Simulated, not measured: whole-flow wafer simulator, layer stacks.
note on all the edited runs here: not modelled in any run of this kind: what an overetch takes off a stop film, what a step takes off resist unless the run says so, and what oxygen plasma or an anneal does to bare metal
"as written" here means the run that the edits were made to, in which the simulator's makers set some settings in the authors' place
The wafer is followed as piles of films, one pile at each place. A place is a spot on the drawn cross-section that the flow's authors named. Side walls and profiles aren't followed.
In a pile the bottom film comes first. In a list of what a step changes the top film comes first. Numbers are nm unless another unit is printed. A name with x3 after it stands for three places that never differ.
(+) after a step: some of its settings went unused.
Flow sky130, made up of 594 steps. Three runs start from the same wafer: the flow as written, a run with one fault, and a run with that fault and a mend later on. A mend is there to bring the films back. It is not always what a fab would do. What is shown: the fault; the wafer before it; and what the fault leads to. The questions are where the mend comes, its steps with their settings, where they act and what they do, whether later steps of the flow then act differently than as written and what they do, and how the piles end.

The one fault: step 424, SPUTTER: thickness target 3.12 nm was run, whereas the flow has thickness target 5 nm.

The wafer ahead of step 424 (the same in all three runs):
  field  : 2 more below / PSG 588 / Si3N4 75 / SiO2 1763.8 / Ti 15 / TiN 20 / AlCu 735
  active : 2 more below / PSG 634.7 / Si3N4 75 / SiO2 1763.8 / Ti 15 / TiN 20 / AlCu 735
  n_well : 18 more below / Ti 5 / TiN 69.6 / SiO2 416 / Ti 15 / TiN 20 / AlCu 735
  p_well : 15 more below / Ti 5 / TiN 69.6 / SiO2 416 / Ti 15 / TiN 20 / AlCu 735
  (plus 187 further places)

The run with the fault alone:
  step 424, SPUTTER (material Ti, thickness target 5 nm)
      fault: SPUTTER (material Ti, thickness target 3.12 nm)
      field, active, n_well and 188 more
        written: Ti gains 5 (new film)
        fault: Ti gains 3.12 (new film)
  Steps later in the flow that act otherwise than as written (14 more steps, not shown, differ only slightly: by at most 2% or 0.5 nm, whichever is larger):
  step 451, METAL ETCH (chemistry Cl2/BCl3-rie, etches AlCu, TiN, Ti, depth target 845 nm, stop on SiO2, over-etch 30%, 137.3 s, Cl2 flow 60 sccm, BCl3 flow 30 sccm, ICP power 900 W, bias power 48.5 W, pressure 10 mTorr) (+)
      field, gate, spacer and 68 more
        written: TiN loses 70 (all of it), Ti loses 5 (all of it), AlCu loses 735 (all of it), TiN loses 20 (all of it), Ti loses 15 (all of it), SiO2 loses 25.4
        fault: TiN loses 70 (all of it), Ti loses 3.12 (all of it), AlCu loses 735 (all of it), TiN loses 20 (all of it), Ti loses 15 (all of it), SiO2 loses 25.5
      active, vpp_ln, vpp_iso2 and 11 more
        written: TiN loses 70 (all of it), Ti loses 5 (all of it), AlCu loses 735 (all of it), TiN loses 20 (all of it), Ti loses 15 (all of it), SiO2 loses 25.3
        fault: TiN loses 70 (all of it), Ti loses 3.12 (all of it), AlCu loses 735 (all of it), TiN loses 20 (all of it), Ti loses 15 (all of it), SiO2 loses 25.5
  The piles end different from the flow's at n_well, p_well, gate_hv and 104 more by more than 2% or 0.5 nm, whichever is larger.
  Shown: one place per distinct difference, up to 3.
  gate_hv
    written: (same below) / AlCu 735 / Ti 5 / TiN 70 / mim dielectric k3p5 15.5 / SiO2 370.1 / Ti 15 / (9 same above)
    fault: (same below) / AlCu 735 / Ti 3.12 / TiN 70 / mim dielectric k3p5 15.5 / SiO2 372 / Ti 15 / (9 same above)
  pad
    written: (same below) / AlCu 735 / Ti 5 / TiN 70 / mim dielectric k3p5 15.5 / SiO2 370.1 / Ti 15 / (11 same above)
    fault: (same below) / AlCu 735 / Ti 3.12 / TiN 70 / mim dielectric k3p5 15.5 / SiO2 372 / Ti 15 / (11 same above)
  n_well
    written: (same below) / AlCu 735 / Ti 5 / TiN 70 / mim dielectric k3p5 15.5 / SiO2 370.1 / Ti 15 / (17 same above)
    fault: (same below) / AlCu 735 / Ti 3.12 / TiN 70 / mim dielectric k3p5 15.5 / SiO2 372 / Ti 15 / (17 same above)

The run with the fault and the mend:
  After step 424 comes the mend.
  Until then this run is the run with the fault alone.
  step 424a, SPUTTER (material Ti, thickness target 1.88 nm) (a further turn of the flow's step 424, with different settings)
      field, active, n_well and 188 more
        Ti gains 1.88
  None of the later steps of the flow acts differently than as written at any place that is followed.
  By the end, the piles equal the flow's at every place that both follow.
